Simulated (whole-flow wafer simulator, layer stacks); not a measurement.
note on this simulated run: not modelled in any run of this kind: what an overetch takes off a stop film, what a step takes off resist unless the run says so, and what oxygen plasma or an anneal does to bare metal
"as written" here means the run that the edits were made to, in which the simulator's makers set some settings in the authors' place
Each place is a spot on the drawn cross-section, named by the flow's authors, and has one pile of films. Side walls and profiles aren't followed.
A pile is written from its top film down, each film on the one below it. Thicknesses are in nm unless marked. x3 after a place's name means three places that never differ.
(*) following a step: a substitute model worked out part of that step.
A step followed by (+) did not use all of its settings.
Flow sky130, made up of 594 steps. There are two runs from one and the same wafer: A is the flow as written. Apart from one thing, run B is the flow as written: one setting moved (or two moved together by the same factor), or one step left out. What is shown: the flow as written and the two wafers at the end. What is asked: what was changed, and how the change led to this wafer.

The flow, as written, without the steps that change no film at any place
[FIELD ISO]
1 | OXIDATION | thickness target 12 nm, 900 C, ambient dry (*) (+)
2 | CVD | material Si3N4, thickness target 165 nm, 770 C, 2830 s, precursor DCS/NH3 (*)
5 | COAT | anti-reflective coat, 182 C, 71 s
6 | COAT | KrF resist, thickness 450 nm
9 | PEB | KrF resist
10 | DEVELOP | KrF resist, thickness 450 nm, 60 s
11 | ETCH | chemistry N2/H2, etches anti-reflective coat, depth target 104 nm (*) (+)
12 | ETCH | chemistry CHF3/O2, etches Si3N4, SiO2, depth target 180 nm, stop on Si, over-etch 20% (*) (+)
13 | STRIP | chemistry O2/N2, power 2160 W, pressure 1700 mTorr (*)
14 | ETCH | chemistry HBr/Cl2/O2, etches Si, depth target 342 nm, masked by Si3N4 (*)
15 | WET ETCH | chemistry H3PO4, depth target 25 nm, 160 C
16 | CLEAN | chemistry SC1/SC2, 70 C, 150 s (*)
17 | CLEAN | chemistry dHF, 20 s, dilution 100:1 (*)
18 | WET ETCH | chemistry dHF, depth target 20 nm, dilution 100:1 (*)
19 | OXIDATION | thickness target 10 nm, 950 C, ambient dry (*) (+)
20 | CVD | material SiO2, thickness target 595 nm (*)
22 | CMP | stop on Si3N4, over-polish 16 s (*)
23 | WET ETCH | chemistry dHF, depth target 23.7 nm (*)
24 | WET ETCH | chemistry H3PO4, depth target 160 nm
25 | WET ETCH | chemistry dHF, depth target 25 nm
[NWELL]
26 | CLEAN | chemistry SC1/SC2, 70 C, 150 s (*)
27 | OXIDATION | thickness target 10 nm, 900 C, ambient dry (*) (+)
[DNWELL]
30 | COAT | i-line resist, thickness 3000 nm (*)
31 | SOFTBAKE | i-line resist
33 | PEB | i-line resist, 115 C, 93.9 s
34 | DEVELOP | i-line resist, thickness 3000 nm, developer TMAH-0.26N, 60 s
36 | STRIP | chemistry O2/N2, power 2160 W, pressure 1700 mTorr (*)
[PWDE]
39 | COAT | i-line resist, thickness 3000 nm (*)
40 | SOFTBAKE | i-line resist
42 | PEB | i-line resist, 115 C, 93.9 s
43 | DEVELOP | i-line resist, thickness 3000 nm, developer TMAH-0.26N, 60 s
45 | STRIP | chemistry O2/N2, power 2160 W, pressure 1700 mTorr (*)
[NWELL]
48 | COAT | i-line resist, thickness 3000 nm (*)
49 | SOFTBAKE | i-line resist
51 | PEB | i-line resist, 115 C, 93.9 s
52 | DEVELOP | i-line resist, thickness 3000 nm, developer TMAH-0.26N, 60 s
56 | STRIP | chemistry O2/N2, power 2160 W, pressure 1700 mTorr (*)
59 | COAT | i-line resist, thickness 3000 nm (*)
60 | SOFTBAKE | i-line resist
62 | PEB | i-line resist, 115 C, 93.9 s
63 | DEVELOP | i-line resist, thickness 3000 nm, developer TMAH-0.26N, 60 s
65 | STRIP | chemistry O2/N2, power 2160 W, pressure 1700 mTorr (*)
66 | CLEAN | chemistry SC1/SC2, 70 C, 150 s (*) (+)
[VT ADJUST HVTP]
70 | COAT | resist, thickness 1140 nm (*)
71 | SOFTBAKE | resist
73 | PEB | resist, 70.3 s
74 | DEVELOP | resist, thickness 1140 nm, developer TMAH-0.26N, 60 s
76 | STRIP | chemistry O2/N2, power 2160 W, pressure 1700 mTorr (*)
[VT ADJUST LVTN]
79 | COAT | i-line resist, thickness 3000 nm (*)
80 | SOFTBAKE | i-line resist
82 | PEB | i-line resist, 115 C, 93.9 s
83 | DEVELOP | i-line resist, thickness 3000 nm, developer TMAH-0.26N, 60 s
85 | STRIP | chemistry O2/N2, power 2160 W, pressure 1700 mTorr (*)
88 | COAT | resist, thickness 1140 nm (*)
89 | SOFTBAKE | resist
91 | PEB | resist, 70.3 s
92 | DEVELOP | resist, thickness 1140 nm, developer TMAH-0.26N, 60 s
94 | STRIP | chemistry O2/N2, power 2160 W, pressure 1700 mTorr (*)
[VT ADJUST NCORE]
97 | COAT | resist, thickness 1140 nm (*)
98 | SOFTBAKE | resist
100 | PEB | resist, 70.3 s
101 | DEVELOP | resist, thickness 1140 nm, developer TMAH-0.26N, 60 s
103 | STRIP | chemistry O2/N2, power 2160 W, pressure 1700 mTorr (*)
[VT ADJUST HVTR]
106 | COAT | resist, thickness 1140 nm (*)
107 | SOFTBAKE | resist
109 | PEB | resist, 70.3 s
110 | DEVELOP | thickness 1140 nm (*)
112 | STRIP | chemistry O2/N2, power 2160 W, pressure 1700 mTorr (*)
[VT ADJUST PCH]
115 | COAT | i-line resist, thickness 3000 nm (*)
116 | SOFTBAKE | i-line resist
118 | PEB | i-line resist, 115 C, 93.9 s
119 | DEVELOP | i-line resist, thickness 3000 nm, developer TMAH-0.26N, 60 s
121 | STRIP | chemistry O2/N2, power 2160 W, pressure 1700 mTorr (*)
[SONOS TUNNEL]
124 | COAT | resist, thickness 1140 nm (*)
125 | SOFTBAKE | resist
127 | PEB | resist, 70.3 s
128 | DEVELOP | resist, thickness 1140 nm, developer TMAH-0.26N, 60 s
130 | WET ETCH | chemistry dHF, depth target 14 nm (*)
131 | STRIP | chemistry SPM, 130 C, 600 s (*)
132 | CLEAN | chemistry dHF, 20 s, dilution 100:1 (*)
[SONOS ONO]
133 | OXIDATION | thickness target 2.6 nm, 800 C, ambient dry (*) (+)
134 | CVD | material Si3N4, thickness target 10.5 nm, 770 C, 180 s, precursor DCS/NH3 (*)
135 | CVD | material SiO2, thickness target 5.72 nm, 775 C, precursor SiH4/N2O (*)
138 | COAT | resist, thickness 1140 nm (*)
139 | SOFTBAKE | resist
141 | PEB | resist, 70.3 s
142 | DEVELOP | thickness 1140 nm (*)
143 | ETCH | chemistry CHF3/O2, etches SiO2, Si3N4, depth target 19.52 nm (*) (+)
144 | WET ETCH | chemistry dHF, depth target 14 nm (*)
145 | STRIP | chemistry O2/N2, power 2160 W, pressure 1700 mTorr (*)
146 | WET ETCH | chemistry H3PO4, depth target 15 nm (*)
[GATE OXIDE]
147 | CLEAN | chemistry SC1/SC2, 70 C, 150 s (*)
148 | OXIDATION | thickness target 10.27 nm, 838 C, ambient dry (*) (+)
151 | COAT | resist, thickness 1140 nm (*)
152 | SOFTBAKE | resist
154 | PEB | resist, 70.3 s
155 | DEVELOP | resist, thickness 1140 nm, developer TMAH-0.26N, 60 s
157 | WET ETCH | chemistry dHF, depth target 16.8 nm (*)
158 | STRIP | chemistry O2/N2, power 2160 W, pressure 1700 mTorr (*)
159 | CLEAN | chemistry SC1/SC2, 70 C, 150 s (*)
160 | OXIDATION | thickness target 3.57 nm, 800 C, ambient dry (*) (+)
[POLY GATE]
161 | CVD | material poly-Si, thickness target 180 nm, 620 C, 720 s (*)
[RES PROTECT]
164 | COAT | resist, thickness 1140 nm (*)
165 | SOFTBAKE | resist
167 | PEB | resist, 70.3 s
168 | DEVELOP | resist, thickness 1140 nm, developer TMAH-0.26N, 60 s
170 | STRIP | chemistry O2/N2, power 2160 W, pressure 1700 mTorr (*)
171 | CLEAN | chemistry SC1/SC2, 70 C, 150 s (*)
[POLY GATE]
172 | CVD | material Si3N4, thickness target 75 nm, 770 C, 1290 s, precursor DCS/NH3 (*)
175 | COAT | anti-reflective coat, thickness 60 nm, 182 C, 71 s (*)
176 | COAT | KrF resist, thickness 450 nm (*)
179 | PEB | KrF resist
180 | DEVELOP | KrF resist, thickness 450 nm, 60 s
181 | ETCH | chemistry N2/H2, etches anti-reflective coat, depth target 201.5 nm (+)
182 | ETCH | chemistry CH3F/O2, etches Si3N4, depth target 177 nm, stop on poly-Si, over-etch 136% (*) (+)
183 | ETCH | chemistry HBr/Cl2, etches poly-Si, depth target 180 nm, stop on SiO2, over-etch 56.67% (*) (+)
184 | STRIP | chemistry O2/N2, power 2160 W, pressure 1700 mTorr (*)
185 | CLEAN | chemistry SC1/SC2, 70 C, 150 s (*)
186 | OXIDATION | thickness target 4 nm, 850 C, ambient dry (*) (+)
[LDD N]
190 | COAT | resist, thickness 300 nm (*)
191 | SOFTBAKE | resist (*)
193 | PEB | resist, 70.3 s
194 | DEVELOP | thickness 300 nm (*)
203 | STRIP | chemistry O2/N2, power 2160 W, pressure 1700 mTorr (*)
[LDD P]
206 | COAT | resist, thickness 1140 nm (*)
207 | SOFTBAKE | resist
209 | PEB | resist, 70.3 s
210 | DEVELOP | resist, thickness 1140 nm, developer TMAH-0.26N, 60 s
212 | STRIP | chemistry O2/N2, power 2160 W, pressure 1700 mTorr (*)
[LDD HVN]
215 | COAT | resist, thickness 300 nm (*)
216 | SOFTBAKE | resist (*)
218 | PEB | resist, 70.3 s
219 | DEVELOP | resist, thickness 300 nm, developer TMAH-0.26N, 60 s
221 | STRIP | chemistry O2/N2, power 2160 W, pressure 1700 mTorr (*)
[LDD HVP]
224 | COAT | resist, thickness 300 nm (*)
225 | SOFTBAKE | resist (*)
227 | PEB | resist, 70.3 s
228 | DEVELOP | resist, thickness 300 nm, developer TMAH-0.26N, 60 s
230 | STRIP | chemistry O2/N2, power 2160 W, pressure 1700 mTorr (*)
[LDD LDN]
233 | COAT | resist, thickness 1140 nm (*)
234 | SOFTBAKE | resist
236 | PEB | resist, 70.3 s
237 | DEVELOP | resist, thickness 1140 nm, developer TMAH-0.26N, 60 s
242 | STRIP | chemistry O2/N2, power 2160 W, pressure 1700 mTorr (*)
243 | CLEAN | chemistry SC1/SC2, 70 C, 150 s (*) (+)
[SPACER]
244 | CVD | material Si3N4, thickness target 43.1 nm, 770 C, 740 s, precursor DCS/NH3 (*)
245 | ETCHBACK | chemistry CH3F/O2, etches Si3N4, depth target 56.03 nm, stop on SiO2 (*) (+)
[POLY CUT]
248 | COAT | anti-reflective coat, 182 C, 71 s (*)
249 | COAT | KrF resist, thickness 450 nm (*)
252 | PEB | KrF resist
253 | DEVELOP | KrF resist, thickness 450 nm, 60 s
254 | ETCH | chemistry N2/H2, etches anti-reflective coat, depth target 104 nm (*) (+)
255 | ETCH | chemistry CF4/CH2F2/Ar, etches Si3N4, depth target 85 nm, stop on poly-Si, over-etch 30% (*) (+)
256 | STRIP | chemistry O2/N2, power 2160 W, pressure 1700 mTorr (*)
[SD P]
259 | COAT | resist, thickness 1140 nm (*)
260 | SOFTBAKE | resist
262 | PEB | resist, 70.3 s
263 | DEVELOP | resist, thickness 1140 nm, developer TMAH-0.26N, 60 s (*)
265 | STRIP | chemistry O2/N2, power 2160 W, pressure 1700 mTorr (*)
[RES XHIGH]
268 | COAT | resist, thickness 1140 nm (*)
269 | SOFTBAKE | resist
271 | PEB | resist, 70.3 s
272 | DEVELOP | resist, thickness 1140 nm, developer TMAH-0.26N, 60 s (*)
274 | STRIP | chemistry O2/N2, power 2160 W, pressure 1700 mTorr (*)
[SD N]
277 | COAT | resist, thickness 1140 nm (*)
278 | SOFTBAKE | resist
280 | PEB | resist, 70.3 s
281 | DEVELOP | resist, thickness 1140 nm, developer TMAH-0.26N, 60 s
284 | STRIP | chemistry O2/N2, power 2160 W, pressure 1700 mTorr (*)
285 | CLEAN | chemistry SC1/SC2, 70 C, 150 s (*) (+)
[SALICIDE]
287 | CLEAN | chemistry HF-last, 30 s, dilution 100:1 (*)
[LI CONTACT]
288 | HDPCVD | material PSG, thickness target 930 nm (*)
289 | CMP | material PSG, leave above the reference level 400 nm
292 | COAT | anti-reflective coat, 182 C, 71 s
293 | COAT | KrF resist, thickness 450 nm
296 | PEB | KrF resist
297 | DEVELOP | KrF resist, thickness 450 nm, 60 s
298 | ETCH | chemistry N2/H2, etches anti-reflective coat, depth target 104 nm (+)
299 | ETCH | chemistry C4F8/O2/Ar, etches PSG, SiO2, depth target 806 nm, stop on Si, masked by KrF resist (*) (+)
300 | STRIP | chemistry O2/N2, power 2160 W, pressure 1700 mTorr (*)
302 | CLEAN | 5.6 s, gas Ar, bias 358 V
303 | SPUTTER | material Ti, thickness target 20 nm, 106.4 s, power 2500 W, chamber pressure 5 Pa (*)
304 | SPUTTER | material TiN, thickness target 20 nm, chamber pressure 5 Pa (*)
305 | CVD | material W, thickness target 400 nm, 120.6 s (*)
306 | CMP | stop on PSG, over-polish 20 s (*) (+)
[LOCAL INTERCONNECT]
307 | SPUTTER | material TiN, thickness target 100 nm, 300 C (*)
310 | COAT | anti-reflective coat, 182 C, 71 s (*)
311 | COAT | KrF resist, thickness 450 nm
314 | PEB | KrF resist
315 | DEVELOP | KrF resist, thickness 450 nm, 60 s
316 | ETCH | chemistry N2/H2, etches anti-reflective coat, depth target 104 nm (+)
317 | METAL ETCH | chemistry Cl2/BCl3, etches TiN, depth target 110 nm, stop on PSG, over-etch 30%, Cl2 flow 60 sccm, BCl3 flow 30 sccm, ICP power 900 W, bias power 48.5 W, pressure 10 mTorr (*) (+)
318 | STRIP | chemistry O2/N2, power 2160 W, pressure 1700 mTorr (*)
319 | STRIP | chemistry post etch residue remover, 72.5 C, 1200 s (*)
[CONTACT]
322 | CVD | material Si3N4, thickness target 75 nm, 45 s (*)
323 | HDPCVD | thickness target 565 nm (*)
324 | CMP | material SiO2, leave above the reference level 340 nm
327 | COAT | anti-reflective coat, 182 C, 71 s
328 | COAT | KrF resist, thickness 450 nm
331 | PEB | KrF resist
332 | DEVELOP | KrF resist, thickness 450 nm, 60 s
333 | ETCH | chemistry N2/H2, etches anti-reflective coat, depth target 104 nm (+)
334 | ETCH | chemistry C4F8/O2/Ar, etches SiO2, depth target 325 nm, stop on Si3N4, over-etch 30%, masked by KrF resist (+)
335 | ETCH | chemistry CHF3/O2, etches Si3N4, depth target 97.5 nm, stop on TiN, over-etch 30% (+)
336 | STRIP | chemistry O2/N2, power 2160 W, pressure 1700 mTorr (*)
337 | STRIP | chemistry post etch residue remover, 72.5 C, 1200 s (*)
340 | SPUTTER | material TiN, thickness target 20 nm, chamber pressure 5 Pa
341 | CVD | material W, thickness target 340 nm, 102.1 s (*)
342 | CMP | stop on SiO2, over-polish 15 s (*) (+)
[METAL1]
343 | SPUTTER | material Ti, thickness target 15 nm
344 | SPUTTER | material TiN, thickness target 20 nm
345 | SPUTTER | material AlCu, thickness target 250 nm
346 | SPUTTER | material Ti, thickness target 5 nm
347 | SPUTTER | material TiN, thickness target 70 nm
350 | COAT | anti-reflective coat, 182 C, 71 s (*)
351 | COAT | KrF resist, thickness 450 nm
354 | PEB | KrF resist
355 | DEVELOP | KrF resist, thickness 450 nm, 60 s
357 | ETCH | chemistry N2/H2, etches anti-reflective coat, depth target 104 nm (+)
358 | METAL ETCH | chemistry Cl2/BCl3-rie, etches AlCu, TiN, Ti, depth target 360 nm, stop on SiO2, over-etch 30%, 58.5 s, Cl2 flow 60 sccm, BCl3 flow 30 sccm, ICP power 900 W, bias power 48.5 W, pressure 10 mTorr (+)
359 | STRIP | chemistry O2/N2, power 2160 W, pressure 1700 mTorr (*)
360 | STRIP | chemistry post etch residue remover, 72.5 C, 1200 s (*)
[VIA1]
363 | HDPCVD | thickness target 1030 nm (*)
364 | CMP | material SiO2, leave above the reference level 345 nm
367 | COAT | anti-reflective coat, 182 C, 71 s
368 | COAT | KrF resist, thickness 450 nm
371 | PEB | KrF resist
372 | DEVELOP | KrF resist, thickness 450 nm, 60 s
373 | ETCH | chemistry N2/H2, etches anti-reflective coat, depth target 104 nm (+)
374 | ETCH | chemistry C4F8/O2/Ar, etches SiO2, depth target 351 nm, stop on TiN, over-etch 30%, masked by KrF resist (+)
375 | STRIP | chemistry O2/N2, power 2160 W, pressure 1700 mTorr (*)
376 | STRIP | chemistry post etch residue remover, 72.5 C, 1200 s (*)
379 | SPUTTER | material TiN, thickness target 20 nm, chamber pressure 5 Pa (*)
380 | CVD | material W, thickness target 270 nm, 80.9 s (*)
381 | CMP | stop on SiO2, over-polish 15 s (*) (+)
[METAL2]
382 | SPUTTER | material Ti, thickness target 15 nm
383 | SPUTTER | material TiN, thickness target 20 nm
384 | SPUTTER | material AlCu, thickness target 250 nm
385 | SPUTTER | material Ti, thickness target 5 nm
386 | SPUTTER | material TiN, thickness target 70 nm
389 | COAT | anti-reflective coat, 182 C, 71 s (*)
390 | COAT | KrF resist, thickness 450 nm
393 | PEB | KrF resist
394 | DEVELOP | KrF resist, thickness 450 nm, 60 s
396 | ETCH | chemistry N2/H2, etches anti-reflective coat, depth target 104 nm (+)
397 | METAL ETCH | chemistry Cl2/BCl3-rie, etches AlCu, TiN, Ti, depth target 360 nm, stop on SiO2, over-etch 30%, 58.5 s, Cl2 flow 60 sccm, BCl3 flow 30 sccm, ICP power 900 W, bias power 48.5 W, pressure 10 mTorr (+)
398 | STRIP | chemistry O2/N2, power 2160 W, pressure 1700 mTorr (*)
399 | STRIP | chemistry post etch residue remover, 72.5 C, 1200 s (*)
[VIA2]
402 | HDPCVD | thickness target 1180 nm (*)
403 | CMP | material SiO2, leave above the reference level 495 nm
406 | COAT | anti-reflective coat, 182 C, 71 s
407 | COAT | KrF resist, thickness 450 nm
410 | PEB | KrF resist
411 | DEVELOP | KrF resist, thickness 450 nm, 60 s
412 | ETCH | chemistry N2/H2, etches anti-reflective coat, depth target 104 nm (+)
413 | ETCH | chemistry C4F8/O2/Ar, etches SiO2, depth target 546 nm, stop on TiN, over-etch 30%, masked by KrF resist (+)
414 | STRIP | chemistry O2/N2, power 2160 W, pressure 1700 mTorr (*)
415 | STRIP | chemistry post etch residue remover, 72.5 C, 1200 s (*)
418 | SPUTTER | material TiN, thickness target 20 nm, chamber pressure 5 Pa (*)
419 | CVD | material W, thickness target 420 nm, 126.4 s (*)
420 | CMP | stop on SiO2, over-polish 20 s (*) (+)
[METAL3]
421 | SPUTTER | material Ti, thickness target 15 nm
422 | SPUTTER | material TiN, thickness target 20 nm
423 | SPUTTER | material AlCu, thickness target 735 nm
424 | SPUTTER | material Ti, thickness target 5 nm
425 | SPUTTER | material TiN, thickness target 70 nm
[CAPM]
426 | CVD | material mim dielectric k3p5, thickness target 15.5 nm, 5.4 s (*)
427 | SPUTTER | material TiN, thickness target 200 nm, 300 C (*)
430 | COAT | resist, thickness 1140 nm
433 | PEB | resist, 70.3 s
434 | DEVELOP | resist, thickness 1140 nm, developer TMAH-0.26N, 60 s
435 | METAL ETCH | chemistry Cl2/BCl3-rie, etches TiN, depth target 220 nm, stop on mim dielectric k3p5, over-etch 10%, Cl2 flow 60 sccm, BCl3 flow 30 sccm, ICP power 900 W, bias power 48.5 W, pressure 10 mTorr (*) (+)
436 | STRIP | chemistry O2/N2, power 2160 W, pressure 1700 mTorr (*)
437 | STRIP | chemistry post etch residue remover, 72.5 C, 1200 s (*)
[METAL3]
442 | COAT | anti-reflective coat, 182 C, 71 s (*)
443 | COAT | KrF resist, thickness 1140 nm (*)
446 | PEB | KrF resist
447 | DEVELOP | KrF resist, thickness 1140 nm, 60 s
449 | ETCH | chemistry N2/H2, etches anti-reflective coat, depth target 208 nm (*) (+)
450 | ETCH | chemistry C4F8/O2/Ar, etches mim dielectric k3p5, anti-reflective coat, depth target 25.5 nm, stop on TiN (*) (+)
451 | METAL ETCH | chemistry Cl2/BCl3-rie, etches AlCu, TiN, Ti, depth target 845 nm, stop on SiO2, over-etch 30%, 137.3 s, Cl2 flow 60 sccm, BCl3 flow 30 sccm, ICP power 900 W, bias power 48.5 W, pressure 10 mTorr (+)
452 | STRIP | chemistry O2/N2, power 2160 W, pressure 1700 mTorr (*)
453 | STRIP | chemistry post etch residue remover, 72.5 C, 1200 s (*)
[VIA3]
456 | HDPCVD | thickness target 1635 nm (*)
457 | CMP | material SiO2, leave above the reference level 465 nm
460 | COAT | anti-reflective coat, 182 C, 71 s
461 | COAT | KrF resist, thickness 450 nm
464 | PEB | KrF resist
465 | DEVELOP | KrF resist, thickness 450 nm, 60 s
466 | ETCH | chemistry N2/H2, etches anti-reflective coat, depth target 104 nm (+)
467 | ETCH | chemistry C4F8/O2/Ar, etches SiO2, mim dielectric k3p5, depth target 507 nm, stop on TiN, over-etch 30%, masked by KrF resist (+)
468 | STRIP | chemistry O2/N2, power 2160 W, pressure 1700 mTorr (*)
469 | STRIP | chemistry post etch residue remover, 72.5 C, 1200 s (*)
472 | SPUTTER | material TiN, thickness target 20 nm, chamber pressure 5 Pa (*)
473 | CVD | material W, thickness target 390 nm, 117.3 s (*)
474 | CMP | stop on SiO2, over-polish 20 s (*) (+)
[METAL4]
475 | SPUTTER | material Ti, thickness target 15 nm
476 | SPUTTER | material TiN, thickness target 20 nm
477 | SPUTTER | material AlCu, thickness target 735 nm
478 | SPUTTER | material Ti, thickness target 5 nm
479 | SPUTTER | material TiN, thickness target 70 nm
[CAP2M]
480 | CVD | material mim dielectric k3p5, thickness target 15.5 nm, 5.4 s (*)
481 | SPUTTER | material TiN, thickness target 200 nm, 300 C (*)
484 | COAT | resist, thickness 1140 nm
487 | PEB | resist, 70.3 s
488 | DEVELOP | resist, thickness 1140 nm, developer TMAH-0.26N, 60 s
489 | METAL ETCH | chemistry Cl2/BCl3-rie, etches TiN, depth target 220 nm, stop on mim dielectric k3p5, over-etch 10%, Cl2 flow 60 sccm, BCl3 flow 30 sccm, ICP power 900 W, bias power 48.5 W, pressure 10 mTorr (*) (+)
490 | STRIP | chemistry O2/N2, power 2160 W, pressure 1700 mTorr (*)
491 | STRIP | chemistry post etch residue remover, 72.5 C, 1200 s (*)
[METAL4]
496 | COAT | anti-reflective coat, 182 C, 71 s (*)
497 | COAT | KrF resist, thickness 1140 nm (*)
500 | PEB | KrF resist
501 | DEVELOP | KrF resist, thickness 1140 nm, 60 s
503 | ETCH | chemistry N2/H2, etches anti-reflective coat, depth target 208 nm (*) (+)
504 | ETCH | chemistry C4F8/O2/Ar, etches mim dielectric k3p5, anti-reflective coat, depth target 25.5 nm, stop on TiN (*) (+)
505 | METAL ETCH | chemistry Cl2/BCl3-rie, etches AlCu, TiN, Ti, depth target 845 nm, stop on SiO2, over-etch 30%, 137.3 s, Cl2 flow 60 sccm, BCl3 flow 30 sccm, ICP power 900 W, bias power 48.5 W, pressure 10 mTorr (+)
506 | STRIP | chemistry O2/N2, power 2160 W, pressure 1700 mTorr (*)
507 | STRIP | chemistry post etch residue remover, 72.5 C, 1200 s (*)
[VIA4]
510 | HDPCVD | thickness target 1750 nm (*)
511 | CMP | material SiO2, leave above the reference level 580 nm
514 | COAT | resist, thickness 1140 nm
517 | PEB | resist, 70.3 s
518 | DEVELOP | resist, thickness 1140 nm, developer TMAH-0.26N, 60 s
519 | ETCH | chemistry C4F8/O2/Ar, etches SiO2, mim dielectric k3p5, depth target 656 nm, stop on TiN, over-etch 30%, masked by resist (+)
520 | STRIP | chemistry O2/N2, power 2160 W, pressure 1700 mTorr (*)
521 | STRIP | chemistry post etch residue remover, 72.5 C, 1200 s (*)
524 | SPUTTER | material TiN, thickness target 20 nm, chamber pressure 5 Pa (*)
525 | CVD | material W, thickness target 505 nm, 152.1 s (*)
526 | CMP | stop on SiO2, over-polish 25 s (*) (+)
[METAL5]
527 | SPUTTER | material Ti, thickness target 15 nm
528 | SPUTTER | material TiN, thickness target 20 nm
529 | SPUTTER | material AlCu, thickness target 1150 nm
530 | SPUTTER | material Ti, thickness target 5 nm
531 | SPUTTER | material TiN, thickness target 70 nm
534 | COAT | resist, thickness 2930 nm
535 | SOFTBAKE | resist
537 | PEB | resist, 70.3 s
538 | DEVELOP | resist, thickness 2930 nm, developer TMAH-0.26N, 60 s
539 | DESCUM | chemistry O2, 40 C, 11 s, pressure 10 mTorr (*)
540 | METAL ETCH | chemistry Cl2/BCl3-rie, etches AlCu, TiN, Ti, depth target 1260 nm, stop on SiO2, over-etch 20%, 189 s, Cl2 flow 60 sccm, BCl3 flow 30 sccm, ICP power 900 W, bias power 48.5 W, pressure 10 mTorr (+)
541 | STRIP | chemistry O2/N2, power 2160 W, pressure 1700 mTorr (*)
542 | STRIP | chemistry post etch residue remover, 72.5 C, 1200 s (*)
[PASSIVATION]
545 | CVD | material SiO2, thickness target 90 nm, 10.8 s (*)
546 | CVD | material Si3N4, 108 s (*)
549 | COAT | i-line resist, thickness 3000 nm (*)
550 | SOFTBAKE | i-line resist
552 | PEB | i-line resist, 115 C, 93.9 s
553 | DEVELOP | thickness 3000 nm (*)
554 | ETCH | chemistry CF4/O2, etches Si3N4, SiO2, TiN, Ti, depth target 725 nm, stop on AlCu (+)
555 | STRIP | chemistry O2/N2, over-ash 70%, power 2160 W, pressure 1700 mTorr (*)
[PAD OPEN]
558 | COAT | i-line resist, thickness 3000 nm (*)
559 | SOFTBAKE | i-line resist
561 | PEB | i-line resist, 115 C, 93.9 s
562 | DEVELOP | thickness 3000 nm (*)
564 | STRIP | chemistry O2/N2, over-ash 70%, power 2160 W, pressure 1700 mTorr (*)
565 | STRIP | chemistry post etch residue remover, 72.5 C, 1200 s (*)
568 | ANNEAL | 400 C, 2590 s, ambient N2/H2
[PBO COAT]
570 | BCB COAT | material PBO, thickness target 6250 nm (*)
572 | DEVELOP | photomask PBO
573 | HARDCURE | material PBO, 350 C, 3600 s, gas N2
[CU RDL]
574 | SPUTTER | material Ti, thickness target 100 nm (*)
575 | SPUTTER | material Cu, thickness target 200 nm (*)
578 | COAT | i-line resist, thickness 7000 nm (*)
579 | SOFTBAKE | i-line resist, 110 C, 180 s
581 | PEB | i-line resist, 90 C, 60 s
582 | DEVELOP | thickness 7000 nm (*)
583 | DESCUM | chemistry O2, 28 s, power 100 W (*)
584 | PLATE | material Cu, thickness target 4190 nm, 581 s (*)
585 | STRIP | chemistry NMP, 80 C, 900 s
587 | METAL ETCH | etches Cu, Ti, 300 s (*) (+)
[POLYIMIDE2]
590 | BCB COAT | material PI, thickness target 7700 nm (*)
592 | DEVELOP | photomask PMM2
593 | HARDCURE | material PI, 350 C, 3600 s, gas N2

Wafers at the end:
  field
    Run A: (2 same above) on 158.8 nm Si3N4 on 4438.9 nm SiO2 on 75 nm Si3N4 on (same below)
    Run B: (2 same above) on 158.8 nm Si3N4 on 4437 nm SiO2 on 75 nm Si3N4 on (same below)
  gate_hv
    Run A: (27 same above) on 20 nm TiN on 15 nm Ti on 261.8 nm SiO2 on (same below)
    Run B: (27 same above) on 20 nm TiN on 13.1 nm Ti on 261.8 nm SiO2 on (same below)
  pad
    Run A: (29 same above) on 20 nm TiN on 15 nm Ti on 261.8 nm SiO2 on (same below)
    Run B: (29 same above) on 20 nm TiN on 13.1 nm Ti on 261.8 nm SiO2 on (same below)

Cause: step 343, SPUTTER: thickness target 13.1 nm was run, whereas the flow has thickness target 15 nm.
The wafer lets one read it off: gate_hv has Ti 13.1, and step 343 as written asks for 15 nm.

Step by step, how the change led to this:
  343 | SPUTTER | material Ti, thickness target 15 nm
      field, active, n_well and 188 more: A +15 Ti (new film) | B +13.1 Ti (new film)
  358 | METAL ETCH | chemistry Cl2/BCl3-rie, etches AlCu, TiN, Ti, depth target 360 nm, stop on SiO2, over-etch 30%, 58.5 s, Cl2 flow 60 sccm, BCl3 flow 30 sccm, ICP power 900 W, bias power 48.5 W, pressure 10 mTorr (+)
      field, active, gate and 81 more: A -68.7 TiN (all of it), -5 Ti (all of it), -250 AlCu (all of it), -20 TiN (all of it), -15 Ti (all of it), -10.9 SiO2 | B -68.7 TiN (all of it), -5 Ti (all of it), -250 AlCu (all of it), -20 TiN (all of it), -13.1 Ti (all of it), -11.1 SiO2
